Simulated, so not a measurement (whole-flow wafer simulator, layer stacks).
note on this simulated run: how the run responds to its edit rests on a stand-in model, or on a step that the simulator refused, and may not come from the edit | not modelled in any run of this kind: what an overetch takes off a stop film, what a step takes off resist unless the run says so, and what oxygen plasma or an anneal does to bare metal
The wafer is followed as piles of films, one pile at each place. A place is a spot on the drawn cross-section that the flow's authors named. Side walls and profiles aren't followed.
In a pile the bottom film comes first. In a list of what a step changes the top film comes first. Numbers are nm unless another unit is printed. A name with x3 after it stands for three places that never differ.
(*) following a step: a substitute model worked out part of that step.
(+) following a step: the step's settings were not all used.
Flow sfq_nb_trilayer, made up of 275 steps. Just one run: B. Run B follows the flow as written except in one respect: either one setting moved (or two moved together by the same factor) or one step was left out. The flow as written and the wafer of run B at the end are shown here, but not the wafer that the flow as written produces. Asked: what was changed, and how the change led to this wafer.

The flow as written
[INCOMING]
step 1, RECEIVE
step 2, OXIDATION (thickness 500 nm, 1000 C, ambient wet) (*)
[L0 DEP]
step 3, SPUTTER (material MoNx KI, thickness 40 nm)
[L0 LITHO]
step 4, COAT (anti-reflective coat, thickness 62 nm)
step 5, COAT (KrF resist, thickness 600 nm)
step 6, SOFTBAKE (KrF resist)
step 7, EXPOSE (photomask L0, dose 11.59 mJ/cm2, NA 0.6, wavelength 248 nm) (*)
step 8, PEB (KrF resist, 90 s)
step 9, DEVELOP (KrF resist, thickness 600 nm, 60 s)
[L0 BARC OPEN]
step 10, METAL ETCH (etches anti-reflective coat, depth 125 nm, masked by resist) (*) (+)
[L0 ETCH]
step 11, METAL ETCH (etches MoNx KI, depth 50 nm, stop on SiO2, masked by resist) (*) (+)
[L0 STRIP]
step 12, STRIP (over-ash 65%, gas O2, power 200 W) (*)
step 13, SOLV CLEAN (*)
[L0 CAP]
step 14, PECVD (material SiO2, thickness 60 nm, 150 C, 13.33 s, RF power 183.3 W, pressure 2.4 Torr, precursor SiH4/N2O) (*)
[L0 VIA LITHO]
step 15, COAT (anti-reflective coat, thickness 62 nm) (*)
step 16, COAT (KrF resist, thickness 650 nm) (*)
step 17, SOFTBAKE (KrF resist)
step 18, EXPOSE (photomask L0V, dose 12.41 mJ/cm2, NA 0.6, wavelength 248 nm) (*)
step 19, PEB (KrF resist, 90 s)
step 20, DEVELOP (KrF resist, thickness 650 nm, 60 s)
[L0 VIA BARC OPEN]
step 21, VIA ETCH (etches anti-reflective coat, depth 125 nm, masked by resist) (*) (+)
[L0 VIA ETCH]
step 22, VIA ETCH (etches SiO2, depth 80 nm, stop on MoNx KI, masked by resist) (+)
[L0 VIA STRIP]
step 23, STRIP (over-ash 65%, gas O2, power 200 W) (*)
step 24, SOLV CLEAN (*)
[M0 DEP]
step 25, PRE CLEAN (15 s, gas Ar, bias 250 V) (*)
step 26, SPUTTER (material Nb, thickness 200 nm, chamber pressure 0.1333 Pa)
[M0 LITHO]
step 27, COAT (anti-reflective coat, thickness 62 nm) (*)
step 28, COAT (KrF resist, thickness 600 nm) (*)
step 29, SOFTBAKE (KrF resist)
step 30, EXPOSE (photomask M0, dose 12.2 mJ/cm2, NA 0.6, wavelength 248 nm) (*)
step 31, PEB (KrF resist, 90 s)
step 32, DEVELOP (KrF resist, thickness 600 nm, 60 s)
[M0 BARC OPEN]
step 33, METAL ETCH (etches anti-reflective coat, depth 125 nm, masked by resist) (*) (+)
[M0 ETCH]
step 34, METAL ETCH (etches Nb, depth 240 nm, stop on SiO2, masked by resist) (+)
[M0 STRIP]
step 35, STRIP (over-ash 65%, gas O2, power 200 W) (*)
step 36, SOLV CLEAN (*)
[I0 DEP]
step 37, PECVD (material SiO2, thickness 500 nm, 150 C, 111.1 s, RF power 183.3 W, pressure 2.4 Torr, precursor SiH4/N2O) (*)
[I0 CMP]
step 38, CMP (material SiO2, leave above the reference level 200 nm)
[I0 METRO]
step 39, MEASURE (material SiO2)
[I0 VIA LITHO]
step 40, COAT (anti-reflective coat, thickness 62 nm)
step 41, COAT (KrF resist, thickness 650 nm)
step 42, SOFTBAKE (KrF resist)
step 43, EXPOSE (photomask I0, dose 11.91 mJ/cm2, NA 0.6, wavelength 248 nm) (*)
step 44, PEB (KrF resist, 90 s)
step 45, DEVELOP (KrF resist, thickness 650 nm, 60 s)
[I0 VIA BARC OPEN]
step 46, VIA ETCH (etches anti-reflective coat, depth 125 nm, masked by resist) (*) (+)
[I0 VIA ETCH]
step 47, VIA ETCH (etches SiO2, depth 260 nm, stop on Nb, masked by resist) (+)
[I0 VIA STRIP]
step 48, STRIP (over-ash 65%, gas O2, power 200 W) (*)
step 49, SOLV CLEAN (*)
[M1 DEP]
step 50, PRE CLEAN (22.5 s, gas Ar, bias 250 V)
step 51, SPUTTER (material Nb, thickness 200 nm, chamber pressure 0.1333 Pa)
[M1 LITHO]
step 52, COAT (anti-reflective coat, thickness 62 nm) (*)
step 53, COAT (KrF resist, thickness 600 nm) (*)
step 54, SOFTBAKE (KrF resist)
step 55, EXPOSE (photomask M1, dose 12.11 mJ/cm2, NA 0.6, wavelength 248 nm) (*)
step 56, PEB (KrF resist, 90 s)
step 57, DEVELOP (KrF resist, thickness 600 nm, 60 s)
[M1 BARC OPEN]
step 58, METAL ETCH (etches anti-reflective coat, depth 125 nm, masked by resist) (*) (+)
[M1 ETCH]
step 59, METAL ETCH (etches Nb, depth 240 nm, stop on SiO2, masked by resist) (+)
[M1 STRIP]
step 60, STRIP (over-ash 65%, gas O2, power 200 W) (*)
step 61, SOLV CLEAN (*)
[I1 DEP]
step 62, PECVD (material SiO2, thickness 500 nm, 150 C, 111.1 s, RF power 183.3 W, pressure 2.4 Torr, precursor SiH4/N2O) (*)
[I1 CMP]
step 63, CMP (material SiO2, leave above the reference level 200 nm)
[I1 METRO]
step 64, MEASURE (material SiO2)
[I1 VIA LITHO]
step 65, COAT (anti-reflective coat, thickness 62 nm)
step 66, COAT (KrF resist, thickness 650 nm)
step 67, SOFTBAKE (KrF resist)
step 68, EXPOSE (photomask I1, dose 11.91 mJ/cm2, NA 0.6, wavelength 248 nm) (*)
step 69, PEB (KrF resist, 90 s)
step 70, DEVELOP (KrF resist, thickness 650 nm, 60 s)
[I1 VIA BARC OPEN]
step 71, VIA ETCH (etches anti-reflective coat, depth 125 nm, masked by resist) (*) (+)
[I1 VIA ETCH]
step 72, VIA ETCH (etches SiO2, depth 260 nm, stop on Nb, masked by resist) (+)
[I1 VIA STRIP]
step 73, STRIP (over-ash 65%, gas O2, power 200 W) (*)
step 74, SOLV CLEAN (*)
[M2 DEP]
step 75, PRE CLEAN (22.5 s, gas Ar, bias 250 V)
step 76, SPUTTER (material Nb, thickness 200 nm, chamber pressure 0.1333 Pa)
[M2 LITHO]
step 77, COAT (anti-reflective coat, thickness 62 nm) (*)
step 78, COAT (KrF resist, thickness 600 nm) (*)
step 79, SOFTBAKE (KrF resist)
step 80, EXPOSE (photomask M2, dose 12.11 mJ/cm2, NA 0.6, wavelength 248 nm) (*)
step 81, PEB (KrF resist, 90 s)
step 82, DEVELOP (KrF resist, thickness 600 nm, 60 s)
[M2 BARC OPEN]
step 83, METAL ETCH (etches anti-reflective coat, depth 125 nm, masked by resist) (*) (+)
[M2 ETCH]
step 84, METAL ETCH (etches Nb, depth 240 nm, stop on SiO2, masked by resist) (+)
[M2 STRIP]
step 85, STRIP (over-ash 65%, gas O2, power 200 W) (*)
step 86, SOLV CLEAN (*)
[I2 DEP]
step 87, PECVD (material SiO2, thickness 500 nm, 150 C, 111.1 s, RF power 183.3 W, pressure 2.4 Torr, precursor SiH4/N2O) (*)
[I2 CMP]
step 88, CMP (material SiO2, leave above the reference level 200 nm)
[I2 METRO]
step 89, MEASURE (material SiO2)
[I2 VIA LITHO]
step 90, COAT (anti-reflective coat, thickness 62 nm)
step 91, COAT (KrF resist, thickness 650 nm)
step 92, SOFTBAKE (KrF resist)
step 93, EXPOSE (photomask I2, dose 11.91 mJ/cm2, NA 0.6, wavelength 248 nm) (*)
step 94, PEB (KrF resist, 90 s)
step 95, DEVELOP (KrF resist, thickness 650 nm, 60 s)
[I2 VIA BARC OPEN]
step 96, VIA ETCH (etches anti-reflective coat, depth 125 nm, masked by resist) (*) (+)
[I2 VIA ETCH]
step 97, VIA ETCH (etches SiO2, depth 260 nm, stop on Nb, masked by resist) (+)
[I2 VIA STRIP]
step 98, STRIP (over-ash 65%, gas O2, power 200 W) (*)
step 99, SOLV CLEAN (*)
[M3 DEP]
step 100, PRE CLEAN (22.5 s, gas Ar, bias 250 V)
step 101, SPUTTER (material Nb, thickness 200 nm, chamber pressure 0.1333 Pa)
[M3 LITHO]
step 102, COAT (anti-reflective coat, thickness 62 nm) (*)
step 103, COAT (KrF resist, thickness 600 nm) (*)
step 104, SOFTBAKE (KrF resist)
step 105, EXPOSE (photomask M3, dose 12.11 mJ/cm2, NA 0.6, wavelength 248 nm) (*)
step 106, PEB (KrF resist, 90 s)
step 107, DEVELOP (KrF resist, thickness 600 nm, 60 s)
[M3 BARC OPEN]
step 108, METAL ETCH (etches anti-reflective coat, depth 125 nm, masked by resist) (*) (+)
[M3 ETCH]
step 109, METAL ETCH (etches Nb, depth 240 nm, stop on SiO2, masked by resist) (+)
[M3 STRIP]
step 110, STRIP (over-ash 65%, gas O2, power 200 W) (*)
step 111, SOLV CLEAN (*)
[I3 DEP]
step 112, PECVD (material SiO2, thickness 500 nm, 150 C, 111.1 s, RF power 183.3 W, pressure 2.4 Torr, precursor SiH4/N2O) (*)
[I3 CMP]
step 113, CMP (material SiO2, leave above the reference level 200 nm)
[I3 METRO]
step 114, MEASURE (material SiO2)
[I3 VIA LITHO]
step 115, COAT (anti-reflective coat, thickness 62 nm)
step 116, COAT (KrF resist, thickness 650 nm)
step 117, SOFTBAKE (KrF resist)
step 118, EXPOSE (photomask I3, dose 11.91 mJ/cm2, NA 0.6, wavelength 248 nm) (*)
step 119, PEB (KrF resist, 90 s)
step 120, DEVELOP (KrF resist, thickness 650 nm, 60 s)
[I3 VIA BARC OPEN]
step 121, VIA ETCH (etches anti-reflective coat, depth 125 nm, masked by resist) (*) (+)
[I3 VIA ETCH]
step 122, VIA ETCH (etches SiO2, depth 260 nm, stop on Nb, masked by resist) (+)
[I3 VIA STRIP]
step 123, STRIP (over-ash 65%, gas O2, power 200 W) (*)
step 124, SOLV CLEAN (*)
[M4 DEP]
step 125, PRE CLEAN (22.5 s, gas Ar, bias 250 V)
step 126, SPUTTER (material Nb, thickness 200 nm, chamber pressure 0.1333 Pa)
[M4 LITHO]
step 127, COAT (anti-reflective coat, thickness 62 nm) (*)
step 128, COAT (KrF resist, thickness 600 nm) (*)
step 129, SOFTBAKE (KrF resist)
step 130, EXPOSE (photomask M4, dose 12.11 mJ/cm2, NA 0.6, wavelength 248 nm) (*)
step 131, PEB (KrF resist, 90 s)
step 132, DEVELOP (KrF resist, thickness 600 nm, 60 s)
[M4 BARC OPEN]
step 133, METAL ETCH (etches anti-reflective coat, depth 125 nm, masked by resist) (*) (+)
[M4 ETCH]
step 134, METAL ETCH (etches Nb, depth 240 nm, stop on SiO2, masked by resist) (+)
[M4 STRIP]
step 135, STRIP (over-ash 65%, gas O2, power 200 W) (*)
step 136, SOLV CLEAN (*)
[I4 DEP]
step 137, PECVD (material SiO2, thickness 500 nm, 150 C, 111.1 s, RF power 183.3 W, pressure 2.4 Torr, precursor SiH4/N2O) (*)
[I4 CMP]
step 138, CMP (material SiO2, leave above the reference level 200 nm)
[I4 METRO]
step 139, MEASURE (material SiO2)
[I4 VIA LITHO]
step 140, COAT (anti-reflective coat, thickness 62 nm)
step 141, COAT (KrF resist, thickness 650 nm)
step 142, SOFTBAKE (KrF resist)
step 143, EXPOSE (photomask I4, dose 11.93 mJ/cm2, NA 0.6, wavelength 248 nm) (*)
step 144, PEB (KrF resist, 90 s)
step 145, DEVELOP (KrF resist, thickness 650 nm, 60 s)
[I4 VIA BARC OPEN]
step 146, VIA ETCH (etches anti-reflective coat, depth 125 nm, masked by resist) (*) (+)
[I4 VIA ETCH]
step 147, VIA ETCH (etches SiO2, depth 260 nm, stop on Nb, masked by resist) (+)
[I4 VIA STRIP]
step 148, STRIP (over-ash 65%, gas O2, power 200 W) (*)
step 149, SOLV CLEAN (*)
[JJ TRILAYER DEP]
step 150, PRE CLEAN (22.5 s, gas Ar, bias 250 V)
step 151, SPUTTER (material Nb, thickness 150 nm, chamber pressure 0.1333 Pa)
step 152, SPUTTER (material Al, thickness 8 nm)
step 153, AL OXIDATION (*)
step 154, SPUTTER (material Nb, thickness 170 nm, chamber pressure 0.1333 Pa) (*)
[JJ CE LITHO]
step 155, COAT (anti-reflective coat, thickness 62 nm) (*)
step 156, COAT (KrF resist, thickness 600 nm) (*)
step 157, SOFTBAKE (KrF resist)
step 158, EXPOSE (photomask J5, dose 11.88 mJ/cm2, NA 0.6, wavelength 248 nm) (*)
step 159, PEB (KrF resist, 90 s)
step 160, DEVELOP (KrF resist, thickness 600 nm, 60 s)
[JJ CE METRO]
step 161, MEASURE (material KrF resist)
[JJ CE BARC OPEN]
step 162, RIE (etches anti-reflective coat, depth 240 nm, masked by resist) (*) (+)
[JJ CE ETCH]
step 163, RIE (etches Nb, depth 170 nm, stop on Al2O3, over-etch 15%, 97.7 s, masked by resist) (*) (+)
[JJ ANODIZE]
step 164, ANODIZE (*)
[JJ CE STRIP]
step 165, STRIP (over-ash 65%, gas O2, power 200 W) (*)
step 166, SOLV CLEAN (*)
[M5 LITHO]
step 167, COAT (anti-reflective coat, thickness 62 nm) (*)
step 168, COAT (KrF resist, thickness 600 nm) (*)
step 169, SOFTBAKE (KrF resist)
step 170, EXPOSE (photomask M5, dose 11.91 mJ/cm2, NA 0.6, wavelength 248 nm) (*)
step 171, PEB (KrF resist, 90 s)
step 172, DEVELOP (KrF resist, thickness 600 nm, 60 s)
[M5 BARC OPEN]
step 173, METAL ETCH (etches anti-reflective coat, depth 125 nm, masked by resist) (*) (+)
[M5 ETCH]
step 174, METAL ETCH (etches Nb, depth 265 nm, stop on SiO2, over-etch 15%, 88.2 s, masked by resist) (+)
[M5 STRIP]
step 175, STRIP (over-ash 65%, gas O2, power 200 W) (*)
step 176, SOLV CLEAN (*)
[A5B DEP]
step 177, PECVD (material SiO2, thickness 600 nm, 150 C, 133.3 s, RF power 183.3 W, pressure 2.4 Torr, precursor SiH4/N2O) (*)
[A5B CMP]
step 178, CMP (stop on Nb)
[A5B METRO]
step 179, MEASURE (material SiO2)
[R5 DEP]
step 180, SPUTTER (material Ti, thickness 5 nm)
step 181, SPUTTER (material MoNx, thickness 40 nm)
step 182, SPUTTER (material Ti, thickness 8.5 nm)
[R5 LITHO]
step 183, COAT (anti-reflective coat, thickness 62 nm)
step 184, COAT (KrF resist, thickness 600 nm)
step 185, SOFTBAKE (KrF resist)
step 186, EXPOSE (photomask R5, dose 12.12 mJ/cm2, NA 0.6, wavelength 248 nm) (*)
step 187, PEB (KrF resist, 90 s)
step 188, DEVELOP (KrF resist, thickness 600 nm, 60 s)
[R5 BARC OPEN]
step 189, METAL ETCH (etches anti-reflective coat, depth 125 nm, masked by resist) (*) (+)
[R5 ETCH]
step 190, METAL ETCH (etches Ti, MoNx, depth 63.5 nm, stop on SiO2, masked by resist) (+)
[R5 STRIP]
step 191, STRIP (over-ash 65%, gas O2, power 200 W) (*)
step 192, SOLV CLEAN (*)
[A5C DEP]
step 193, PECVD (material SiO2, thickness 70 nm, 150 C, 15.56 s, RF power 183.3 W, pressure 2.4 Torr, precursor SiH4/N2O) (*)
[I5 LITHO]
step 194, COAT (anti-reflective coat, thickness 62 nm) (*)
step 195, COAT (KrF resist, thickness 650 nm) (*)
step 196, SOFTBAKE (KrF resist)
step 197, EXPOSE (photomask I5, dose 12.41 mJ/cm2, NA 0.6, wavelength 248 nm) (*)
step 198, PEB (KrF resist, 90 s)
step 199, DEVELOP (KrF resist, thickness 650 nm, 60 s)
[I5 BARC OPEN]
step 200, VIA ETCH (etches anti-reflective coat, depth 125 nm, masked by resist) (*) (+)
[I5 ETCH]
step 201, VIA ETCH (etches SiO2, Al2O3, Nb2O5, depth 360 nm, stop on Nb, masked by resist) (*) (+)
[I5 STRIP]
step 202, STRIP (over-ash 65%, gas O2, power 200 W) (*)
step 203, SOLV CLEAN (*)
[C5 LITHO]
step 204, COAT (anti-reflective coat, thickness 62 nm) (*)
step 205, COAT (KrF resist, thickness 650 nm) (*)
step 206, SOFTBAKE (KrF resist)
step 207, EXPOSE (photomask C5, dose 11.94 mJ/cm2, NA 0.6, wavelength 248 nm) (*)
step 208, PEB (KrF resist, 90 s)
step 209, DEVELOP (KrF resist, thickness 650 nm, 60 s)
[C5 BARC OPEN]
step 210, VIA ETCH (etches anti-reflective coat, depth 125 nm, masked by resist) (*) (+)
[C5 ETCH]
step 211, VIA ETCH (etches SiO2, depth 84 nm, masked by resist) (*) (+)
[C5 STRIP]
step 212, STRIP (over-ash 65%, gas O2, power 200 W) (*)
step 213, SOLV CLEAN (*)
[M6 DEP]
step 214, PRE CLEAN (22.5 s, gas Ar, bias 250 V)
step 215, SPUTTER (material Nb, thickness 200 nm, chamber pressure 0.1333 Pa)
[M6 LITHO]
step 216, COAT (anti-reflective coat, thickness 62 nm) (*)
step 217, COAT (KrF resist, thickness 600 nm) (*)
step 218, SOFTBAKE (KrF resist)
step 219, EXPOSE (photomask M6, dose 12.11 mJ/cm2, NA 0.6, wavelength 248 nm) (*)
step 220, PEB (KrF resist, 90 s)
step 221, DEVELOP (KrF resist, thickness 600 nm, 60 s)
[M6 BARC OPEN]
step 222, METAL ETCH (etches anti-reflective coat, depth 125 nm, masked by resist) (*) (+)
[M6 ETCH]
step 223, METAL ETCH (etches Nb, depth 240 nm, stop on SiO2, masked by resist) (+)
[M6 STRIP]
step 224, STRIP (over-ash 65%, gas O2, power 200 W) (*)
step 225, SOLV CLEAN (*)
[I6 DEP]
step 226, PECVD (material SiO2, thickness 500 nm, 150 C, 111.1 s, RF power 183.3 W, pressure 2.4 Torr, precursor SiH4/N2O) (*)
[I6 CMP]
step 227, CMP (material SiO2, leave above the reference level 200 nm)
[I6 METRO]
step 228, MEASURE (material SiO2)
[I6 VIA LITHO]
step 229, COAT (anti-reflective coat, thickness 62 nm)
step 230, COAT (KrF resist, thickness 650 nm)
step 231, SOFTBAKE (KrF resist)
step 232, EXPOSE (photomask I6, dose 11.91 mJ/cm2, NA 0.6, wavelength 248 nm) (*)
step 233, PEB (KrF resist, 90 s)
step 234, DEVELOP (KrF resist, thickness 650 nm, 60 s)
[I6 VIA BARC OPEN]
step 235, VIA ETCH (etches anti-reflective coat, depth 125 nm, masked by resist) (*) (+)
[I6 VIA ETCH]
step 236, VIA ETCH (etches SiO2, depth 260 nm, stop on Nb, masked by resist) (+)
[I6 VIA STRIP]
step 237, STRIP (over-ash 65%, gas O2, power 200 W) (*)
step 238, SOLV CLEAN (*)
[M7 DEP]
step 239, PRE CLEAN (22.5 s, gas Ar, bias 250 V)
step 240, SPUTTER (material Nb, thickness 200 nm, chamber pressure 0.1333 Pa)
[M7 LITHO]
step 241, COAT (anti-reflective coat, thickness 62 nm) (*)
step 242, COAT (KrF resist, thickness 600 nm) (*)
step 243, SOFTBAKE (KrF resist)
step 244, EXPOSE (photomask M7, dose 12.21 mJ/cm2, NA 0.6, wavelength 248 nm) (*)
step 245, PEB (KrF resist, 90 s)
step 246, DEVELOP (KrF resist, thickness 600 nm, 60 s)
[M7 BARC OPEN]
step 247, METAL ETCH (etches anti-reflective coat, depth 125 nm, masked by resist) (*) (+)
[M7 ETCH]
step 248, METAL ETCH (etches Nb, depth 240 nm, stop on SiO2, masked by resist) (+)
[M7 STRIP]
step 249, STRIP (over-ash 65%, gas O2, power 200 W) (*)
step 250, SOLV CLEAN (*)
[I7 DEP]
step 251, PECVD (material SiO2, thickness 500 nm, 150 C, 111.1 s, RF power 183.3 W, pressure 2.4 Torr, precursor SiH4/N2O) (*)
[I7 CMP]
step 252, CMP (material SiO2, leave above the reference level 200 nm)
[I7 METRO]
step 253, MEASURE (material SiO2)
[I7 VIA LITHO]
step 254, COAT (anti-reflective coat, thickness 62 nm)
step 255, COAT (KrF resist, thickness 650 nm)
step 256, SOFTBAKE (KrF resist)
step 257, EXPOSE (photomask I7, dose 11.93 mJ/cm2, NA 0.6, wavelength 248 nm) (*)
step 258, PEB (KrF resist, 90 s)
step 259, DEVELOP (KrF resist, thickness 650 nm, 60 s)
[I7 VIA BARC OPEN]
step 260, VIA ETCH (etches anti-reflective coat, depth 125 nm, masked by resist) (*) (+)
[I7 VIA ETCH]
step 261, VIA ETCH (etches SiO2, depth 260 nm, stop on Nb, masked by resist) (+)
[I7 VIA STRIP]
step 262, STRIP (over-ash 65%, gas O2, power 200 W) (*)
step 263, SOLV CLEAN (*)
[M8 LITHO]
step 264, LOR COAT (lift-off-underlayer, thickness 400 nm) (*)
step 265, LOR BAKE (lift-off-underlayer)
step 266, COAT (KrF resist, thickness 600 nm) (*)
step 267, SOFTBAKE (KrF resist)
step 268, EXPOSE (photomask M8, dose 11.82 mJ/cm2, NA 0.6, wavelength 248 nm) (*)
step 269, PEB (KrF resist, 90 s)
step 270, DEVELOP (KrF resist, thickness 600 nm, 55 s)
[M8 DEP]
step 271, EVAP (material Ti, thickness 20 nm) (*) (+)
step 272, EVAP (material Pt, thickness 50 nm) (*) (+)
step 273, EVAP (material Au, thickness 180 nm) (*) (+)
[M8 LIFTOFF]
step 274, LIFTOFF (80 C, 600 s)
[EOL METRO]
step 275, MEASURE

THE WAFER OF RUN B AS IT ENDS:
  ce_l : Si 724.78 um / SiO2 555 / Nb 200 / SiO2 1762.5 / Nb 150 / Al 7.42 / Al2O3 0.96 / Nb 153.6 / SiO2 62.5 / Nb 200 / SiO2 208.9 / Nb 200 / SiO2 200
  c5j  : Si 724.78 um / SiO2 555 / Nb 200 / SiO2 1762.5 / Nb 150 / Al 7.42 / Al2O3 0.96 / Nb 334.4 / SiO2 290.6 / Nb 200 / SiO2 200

Cause: step 190, METAL ETCH: depth 69.9 nm was run, whereas the flow has depth 63.5 nm.

How this came from the change, step by step:
  step 190, METAL ETCH (etches Ti, MoNx, depth 63.5 nm, stop on SiO2, masked by resist) (+)
      be_r, r_sur, res, r_end, r5r_line_l, r5r_line_c, r5r_line_r: -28 KrF resist (in the flow as written it would be: -25.4 KrF resist)
      ce_l, c5j, ce_r, wl_jj: -8.5 Ti (all of it), -40 MoNx (all of it), -5 Ti (all of it), -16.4 Nb (in the flow as written it would be: -8.5 Ti (all of it), -40 MoNx (all of it), -5 Ti (all of it), -10 Nb)
  step 194, COAT (anti-reflective coat, thickness 62 nm) (*)
      ce_l: +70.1 anti-reflective coat (new film) (in the flow as written it would be: +67.2 anti-reflective coat (new film))
      c5j: +66.7 anti-reflective coat (new film) (in the flow as written it would be: +64.9 anti-reflective coat (new film))
      (and at 3 other places as well)
  step 202, STRIP (over-ash 65%, gas O2, power 200 W) (*)
      ce_l: -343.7 KrF resist (all of it), -70.1 anti-reflective coat (all of it) (in the flow as written it would be: -341.5 KrF resist (all of it), -67.2 anti-reflective coat (all of it))
      c5j: -349.1 KrF resist (all of it), -66.7 anti-reflective coat (all of it) (in the flow as written it would be: -345.8 KrF resist (all of it), -64.9 anti-reflective coat (all of it))
      (and at 3 other places as well)
  step 204, COAT (anti-reflective coat, thickness 62 nm) (*)
      ce_l: +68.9 anti-reflective coat (new film) (in the flow as written it would be: +66 anti-reflective coat (new film))
      c5j: +65.7 anti-reflective coat (new film) (in the flow as written it would be: +63.9 anti-reflective coat (new film))
      (and at 3 other places as well)
  step 210, VIA ETCH (etches anti-reflective coat, depth 125 nm, masked by resist) (*) (+)
      c5j: -65.7 anti-reflective coat (all of it), -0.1 SiO2 (in the flow as written it would be: -63.9 anti-reflective coat (all of it), -0.11 SiO2)
  step 212, STRIP (over-ash 65%, gas O2, power 200 W) (*)
      ce_l: -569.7 KrF resist (all of it), -68.9 anti-reflective coat (all of it) (in the flow as written it would be: -567.4 KrF resist (all of it), -66 anti-reflective coat (all of it))
      ce_r: -576 KrF resist (all of it), -70 anti-reflective coat (all of it) (in the flow as written it would be: -573.7 KrF resist (all of it), -67.2 anti-reflective coat (all of it))
      (and at 2 other places as well)
  step 216, COAT (anti-reflective coat, thickness 62 nm) (*)
      ce_l: +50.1 anti-reflective coat (new film) (in the flow as written it would be: +48 anti-reflective coat (new film))
      c5j: +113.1 anti-reflective coat (new film) (in the flow as written it would be: +110.7 anti-reflective coat (new film))
      (and at 3 other places as well)
  step 224, STRIP (over-ash 65%, gas O2, power 200 W) (*)
      ce_l: -400 KrF resist (all of it), -50.1 anti-reflective coat (all of it) (in the flow as written it would be: -397.1 KrF resist (all of it), -48 anti-reflective coat (all of it))
      c5j: -420.9 KrF resist (all of it), -113.1 anti-reflective coat (all of it) (in the flow as written it would be: -418.3 KrF resist (all of it), -110.7 anti-reflective coat (all of it))
      (and at 3 other places as well)
  step 227, CMP (material SiO2, leave above the reference level 200 nm)
      ce_l, ce_r, wl_jj: -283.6 SiO2 (in the flow as written it would be: -290 SiO2)
      c5j: -216.6 SiO2 (in the flow as written it would be: -223 SiO2)
